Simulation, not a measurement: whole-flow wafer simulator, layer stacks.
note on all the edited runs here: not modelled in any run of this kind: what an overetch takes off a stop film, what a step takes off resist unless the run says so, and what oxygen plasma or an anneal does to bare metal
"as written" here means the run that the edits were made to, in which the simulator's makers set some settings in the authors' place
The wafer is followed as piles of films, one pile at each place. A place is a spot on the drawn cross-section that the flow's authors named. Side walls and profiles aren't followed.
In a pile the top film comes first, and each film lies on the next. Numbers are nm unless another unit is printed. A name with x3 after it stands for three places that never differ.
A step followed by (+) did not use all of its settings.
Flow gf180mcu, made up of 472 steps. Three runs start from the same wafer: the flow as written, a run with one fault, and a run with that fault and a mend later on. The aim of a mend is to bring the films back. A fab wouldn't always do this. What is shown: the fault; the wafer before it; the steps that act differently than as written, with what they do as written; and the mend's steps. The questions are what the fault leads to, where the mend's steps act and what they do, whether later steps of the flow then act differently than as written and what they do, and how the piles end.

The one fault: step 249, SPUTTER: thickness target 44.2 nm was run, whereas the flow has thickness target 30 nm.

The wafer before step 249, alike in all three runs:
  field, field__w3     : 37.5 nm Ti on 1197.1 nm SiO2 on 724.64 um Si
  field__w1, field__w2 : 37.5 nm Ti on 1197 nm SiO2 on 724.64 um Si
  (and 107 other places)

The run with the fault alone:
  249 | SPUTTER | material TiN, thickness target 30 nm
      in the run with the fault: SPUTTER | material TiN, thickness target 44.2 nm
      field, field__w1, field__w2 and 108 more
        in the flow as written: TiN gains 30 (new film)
        in the run with the fault: TiN gains 44.2 (new film)
  Steps further on in the flow that do not act as written:
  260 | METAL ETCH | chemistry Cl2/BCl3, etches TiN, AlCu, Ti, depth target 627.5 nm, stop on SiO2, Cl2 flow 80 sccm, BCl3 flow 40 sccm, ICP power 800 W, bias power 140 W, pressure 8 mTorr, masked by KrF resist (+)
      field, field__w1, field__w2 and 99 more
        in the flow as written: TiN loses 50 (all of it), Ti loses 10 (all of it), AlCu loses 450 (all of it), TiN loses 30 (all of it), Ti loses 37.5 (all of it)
        in the run with the fault: TiN loses 50 (all of it), Ti loses 10 (all of it), AlCu loses 450 (all of it), TiN loses 44.2 (all of it), Ti loses 37.5 (all of it)
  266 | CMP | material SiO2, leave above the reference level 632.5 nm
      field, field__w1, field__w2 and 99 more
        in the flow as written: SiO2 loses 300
        in the run with the fault: SiO2 loses 285.8
  By the end, the piles at field__w8, contact, m1 and 6 more depart from the flow's by more than 2% or 0.5 nm, whichever is larger.
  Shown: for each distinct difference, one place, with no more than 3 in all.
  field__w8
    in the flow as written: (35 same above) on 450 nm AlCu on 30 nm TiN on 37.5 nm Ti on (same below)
    in the run with the fault: (35 same above) on 450 nm AlCu on 44.2 nm TiN on 37.5 nm Ti on (same below)
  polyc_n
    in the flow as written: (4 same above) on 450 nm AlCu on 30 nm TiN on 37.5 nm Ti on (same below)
    in the run with the fault: (4 same above) on 450 nm AlCu on 44.2 nm TiN on 37.5 nm Ti on (same below)
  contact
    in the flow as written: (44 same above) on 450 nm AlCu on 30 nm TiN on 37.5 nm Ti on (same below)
    in the run with the fault: (44 same above) on 450 nm AlCu on 44.2 nm TiN on 37.5 nm Ti on (same below)

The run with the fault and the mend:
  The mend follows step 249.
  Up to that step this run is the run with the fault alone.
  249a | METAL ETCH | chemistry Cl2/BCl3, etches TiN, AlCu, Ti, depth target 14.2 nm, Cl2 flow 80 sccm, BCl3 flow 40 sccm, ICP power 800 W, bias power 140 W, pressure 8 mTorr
      field, field__w1, field__w2 and 108 more
        TiN loses 14.2
  Later steps of the flow that are run all act as written at every place that is followed.
  By the end, the piles equal the flow's at every place that both follow.
